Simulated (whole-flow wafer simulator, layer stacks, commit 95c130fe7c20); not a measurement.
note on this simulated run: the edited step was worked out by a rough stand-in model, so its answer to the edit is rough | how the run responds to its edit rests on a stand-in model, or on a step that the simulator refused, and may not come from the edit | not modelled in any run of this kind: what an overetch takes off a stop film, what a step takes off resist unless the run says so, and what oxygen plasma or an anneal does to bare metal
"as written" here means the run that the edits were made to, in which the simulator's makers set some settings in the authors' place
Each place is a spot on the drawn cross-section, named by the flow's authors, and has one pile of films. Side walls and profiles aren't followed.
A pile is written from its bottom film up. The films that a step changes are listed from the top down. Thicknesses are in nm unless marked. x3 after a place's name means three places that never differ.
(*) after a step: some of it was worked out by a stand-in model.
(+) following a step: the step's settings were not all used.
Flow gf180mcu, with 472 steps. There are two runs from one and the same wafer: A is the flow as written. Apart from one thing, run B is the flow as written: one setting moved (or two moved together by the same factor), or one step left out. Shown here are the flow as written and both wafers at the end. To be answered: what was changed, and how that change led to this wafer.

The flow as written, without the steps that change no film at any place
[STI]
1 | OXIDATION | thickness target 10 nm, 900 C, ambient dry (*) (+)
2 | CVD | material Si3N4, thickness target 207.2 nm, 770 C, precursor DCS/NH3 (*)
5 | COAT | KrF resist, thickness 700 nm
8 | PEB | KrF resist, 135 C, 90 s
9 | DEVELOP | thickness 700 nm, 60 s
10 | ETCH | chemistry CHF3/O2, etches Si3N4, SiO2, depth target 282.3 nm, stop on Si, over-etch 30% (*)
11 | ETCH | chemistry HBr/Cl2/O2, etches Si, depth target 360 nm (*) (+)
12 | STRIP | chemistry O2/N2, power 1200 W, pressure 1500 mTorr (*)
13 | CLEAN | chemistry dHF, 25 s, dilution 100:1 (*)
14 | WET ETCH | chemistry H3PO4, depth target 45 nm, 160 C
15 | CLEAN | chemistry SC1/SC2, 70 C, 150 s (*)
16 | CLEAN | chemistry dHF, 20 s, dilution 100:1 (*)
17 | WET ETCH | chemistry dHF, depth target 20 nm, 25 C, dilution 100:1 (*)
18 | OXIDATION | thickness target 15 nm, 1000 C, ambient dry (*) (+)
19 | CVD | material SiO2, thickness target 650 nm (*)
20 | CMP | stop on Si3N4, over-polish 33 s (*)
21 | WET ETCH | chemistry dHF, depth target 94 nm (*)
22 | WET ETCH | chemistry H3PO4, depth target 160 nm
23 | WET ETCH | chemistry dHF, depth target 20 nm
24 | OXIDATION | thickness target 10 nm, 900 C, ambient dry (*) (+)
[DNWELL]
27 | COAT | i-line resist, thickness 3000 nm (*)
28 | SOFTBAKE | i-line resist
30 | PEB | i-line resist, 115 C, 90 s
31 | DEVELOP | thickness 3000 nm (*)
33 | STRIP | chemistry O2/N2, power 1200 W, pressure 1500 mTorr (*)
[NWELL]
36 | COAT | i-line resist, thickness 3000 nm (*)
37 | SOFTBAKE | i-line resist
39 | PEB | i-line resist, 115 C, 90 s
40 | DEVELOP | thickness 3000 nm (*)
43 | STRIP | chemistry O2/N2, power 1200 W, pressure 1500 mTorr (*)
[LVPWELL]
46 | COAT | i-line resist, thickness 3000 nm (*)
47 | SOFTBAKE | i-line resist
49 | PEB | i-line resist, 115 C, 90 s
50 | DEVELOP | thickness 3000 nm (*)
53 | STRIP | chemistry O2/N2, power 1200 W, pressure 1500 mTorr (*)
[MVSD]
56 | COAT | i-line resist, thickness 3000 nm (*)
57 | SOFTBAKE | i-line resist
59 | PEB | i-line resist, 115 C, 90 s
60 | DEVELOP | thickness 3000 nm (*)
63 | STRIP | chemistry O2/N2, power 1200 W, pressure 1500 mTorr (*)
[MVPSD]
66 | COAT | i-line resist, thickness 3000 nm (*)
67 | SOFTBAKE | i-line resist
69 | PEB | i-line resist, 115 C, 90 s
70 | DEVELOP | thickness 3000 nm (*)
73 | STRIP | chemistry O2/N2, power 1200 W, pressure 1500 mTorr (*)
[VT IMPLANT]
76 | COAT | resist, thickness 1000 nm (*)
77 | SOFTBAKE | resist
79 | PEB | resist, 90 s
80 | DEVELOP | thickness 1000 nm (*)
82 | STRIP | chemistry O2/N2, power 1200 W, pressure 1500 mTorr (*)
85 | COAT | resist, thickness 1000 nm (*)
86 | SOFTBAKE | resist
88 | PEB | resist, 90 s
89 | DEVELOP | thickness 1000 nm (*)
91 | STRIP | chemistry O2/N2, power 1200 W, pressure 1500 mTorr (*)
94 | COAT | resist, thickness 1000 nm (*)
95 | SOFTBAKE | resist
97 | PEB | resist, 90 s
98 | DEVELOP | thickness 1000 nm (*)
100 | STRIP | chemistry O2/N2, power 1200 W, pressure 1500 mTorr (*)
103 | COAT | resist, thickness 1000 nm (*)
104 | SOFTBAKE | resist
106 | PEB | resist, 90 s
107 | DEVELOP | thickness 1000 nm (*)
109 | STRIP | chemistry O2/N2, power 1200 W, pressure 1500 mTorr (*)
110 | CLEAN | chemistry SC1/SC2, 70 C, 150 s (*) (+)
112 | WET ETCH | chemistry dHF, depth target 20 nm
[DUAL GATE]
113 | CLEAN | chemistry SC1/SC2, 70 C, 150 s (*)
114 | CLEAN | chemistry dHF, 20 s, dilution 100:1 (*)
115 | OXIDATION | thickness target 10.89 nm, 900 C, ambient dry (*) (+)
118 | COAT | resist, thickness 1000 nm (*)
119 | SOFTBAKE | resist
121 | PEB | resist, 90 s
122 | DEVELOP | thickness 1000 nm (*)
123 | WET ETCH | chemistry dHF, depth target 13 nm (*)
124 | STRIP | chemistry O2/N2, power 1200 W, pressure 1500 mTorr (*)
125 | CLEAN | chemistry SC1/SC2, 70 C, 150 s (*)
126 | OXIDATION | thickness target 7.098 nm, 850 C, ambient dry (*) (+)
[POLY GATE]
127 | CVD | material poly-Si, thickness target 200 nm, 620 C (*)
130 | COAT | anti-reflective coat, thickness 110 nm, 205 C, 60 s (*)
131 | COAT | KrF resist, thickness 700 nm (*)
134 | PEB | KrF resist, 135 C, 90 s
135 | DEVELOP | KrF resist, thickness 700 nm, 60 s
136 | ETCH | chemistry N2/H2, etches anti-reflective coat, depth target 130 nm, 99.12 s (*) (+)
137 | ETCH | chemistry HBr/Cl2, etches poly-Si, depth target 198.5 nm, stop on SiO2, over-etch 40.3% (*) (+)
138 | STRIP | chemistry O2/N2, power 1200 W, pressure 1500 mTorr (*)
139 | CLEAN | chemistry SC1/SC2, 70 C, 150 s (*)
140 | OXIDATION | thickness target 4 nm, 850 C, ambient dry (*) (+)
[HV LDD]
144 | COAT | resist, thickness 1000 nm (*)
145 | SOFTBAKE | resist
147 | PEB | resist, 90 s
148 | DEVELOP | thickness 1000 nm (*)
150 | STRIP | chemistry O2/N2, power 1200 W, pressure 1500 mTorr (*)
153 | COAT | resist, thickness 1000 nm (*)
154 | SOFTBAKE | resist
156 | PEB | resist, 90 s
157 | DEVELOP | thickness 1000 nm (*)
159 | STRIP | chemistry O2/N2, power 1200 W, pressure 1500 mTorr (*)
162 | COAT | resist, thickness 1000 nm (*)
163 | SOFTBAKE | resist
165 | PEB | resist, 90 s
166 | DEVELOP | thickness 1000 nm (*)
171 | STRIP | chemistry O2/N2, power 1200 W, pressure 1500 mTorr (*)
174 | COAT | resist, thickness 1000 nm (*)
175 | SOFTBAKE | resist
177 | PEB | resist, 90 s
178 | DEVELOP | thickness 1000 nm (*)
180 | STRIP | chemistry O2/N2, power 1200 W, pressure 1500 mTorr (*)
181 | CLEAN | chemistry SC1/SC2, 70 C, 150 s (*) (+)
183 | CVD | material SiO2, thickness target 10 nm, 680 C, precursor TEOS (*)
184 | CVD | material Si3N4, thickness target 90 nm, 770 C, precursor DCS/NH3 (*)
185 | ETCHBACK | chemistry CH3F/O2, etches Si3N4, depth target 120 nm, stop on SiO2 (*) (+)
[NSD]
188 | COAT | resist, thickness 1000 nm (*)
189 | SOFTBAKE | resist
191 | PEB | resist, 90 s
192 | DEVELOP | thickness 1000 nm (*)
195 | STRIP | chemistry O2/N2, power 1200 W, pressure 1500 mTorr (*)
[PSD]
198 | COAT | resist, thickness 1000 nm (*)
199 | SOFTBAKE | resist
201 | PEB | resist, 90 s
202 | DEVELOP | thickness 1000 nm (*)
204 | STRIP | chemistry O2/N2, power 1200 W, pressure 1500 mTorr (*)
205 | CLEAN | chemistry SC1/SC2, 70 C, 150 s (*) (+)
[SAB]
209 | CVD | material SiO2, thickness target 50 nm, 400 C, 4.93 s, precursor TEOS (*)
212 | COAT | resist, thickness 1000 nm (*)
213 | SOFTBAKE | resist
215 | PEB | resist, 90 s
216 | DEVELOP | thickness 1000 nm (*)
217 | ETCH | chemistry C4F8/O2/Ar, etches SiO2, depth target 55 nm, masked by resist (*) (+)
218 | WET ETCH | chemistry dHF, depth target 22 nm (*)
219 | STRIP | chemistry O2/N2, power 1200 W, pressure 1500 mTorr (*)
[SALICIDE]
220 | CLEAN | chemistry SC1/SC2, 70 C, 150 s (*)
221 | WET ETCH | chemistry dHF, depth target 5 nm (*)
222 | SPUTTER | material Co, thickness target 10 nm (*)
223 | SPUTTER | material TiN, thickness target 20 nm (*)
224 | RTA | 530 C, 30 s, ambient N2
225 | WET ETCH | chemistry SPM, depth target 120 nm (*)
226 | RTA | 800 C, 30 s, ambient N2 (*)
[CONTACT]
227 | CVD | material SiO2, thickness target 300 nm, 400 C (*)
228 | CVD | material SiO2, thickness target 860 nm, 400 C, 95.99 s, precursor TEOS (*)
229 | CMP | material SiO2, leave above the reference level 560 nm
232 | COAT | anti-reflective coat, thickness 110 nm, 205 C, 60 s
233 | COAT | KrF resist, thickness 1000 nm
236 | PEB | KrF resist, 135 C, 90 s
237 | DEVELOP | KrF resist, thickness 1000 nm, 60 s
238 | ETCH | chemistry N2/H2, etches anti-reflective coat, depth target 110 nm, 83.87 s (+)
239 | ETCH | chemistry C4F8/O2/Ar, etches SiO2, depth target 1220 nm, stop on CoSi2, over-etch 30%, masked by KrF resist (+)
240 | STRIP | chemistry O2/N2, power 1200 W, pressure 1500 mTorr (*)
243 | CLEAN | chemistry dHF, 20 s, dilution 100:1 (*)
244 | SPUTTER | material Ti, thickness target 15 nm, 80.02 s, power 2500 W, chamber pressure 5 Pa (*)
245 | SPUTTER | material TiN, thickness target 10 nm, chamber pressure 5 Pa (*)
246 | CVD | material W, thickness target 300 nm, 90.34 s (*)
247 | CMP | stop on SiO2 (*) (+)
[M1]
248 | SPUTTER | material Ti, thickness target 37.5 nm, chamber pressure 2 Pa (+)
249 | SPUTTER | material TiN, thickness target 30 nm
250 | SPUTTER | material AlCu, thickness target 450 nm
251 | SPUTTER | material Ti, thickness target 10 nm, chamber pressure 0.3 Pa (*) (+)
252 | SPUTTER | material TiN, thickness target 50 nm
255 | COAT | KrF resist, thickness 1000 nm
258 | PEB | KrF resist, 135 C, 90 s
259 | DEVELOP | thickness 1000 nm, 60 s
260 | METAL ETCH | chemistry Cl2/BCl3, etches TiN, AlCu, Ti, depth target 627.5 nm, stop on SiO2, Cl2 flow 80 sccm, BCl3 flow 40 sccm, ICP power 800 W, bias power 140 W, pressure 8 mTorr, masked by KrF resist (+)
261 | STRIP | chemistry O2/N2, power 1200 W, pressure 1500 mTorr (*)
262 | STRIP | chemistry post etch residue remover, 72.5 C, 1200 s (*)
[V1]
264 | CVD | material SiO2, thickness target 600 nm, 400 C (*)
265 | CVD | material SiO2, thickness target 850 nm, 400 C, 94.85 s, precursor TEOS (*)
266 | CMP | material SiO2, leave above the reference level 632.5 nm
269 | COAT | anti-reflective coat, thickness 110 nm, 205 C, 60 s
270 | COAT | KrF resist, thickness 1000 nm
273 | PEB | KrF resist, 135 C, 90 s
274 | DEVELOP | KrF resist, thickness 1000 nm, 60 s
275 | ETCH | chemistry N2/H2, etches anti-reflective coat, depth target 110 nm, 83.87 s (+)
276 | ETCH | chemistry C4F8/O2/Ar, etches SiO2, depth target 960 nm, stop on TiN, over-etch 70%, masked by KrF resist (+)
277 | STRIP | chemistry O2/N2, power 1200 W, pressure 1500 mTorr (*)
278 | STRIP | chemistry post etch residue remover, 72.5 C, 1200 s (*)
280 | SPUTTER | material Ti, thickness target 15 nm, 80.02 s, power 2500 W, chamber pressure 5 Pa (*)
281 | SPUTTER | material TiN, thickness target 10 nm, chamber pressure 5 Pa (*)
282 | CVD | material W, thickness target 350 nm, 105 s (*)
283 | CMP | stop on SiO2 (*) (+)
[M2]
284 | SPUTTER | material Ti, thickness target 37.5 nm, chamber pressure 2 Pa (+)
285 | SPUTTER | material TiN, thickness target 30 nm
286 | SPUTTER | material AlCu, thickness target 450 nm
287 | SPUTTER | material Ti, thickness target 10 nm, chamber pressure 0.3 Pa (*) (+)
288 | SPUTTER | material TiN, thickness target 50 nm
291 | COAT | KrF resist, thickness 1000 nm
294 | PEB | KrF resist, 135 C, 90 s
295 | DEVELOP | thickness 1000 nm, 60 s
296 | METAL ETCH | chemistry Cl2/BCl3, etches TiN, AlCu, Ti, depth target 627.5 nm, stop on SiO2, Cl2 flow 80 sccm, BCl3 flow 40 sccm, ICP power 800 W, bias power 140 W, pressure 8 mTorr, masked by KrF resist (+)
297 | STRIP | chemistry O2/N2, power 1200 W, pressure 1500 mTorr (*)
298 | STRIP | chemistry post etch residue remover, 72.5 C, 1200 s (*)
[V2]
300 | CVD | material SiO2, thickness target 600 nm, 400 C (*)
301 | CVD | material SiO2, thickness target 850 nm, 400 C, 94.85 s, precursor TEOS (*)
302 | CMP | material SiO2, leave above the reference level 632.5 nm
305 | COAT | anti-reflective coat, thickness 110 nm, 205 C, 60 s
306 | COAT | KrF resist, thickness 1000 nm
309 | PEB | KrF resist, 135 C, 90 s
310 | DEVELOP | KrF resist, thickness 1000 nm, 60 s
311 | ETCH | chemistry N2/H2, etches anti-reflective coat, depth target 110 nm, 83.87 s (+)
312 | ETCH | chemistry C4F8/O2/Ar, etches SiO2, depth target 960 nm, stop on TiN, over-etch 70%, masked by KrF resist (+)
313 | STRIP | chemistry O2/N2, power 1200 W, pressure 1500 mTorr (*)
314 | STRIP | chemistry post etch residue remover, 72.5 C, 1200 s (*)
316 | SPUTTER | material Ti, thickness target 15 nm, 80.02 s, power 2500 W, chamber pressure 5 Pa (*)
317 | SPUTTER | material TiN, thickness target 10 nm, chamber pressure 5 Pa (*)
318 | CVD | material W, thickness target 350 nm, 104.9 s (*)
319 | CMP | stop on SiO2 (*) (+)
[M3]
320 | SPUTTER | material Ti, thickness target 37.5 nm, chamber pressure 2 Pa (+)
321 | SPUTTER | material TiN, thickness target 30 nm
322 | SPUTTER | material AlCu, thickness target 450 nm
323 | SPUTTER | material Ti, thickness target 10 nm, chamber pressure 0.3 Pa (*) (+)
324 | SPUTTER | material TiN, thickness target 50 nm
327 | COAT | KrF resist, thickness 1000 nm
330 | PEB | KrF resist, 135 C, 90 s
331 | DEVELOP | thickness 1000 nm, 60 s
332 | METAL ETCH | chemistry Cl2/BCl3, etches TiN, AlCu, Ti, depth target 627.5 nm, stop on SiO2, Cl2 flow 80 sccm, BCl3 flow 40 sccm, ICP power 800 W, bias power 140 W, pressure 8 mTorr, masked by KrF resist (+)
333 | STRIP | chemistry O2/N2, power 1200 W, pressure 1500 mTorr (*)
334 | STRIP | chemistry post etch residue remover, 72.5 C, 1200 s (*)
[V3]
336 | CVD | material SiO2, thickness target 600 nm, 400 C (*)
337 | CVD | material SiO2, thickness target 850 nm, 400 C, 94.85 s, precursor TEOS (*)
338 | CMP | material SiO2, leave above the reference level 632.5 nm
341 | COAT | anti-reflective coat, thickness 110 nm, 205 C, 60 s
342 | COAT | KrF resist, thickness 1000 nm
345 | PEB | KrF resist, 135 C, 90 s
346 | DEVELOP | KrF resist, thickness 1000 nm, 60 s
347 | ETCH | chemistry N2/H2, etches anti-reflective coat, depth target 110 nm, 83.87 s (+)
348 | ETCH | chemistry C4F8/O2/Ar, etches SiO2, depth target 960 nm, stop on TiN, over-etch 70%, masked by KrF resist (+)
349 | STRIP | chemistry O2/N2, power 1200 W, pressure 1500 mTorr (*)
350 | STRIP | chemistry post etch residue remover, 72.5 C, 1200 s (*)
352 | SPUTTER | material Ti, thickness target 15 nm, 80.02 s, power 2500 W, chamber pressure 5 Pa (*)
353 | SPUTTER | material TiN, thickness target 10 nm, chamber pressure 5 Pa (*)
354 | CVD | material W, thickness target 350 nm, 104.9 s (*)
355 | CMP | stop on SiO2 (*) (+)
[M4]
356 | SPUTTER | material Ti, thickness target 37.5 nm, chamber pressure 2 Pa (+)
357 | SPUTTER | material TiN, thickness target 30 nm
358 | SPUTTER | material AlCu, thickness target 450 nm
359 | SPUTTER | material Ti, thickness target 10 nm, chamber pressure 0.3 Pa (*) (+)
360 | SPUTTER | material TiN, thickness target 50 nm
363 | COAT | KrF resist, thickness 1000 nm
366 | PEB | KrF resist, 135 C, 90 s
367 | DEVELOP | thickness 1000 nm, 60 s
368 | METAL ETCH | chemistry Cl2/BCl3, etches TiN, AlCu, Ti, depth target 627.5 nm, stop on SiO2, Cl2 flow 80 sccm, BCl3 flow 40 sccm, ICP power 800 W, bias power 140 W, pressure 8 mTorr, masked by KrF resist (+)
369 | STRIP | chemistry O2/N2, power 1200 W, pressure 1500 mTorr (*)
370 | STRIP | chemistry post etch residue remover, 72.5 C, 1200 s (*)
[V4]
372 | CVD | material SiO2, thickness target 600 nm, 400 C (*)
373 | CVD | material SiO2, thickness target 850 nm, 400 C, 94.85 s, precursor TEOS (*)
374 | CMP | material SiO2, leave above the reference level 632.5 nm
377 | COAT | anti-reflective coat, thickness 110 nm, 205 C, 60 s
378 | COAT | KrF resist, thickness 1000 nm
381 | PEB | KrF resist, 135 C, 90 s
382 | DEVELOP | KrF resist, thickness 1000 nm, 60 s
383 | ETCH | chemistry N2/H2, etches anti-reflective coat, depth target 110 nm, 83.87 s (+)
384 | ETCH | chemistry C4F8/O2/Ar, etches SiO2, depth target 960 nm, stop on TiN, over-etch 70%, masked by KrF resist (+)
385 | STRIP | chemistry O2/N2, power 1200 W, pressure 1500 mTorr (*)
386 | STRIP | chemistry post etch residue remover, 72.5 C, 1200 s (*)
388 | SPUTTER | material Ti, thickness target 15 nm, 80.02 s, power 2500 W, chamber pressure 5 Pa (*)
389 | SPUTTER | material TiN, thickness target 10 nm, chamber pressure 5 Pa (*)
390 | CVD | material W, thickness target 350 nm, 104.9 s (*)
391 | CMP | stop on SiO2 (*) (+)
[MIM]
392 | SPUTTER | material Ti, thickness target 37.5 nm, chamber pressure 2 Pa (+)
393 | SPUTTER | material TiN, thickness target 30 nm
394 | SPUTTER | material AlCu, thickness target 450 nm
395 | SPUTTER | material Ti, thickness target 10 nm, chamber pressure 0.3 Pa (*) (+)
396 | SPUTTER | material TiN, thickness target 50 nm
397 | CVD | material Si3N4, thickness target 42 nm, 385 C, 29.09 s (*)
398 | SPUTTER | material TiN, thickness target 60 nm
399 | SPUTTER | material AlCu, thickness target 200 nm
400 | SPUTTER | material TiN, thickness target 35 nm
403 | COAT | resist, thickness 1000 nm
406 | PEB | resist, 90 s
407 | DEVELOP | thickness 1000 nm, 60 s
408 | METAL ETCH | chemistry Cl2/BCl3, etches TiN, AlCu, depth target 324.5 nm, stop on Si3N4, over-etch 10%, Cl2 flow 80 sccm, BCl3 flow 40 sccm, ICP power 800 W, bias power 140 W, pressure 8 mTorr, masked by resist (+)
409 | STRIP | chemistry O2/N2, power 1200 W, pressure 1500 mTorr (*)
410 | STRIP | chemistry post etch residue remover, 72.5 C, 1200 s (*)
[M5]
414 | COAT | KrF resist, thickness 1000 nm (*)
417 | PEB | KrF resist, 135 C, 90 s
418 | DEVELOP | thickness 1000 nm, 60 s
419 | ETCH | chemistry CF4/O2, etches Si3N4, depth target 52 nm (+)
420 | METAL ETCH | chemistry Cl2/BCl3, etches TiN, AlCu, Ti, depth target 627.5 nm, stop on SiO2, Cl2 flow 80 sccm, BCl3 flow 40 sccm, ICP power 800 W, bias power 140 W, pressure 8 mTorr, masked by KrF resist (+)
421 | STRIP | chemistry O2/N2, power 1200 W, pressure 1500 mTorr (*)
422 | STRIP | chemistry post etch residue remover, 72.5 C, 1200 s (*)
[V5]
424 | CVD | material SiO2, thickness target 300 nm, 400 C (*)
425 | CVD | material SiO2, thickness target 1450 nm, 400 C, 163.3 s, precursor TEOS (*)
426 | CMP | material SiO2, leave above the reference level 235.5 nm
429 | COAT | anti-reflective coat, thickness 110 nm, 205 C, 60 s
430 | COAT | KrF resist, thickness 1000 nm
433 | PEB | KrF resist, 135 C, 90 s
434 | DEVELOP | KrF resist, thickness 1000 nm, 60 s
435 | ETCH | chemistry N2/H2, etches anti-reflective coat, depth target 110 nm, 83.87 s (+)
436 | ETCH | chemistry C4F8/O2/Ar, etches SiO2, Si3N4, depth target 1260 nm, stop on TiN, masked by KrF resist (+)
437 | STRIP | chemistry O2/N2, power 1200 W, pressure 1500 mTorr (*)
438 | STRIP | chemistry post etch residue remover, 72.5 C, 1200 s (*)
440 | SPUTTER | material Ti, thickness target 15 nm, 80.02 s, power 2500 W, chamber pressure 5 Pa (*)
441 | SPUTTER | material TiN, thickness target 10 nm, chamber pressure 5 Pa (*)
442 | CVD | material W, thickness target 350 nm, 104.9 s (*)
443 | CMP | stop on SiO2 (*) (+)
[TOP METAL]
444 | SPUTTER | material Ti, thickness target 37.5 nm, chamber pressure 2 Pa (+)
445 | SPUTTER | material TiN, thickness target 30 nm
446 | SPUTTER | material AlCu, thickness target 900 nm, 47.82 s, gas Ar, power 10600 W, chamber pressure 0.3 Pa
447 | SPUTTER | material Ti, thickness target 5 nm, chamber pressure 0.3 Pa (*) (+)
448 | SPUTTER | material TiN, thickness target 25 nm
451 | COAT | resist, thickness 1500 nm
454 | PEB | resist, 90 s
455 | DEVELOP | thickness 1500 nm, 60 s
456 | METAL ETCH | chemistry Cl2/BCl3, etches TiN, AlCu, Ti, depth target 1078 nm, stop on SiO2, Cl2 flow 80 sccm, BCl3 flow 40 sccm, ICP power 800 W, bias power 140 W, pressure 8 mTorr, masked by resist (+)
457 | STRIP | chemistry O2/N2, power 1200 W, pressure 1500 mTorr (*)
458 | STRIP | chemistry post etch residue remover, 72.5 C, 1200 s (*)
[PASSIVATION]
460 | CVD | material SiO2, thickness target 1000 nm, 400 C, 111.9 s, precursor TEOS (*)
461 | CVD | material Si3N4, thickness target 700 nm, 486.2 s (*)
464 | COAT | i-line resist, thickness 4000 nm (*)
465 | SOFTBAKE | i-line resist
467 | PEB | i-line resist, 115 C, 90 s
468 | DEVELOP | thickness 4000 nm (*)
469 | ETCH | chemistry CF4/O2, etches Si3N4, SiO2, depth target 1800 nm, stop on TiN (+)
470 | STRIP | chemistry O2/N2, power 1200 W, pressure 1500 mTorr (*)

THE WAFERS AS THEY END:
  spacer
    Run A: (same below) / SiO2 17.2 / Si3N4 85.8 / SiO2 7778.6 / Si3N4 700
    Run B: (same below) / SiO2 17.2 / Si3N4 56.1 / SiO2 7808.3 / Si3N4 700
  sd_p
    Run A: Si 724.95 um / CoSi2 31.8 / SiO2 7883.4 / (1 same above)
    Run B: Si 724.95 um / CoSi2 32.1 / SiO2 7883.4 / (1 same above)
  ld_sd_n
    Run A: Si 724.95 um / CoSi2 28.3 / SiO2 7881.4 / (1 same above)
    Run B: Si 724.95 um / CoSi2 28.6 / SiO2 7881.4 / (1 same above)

The reason: step 184, CVD: thickness target 60.3 nm was run, while the flow as written has thickness target 90 nm; step 185, ETCHBACK: depth target 80.4 nm was run, where the flow has depth target 120 nm.

Step by step, how the change led to this:
  184 | CVD | material Si3N4, thickness target 90 nm, 770 C, precursor DCS/NH3 (*)
      field, field__w1, field__w2 and 101 more: A Si3N4 gains 90 (new film) | B Si3N4 gains 60.3 (new film)
  185 | ETCHBACK | chemistry CH3F/O2, etches Si3N4, depth target 120 nm, stop on SiO2 (*) (+)
      field, field__w1, field__w2 and 95 more: A Si3N4 loses 90 (all of it), SiO2 loses 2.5 | B Si3N4 loses 60.3 (all of it), SiO2 loses 1.68
      active_hv, ld_sd_n, ld_drn_n, ld_sd_p, ldn_tap: A Si3N4 loses 90 (all of it), SiO2 loses 2.5 | B Si3N4 loses 60.3 (all of it), SiO2 loses 1.67
  188 | COAT | resist, thickness 1000 nm (*)
      spacer: A resist gains 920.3 (new film) | B resist gains 950.7 (new film)
  189 | SOFTBAKE | resist
      nw_enc_fld_lv__w3: A resist gains 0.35 | B resist loses 0.46
  191 | PEB | resist, 90 s
      spacer: A resist loses 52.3 | B resist loses 54.4
  192 | DEVELOP | thickness 1000 nm (*)
      spacer: A resist loses 868 (all of it) | B resist loses 896.4 (all of it)
  198 | COAT | resist, thickness 1000 nm (*)
      spacer: A resist gains 920.3 (new film) | B resist gains 950.7 (new film)
  199 | SOFTBAKE | resist
      nw_enc_fld_lv__w3: A resist gains 0.35 | B resist loses 0.46
  201 | PEB | resist, 90 s
      spacer: A resist loses 52.3 | B resist loses 54.4
  204 | STRIP | chemistry O2/N2, power 1200 W, pressure 1500 mTorr (*)
      spacer: A resist loses 868 (all of it) | B resist loses 896.4 (all of it)
  212 | COAT | resist, thickness 1000 nm (*)
      spacer: A resist gains 919.2 (new film) | B resist gains 949.6 (new film)
  215 | PEB | resist, 90 s
      spacer: A resist loses 52.3 | B resist loses 54.1
  216 | DEVELOP | thickness 1000 nm (*)
      spacer: A resist loses 866.9 (all of it) | B resist loses 895.5 (all of it)
  218 | WET ETCH | chemistry dHF, depth target 22 nm (*)
      gate, gate_hv, gate_p and 23 more: A SiO2 loses 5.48 (all of it) | B SiO2 loses 6.3 (all of it)
      active, p_well, sd_n, iso_ptap_pw, iso_ntap_nw, iso_ptap_sub, vpnp_e: A SiO2 loses 9.01 (all of it) | B SiO2 loses 9.83 (all of it)
      (as well as at 15 more places)
  222 | SPUTTER | material Co, thickness target 10 nm (*)
      field__w12: A Co gains 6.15 (new film) | B Co gains 6.69 (new film)
  223 | SPUTTER | material TiN, thickness target 20 nm (*)
      field__w3: A TiN gains 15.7 (new film) | B TiN gains 16.5 (new film)
      field__w12: A TiN gains 12 (new film) | B TiN gains 13.1 (new film)
      (as well as at 3 more places)
  ... 3 further steps ...
  229 | CMP | material SiO2, leave above the reference level 560 nm
      spacer: A SiO2 loses 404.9 | B SiO2 loses 375.2
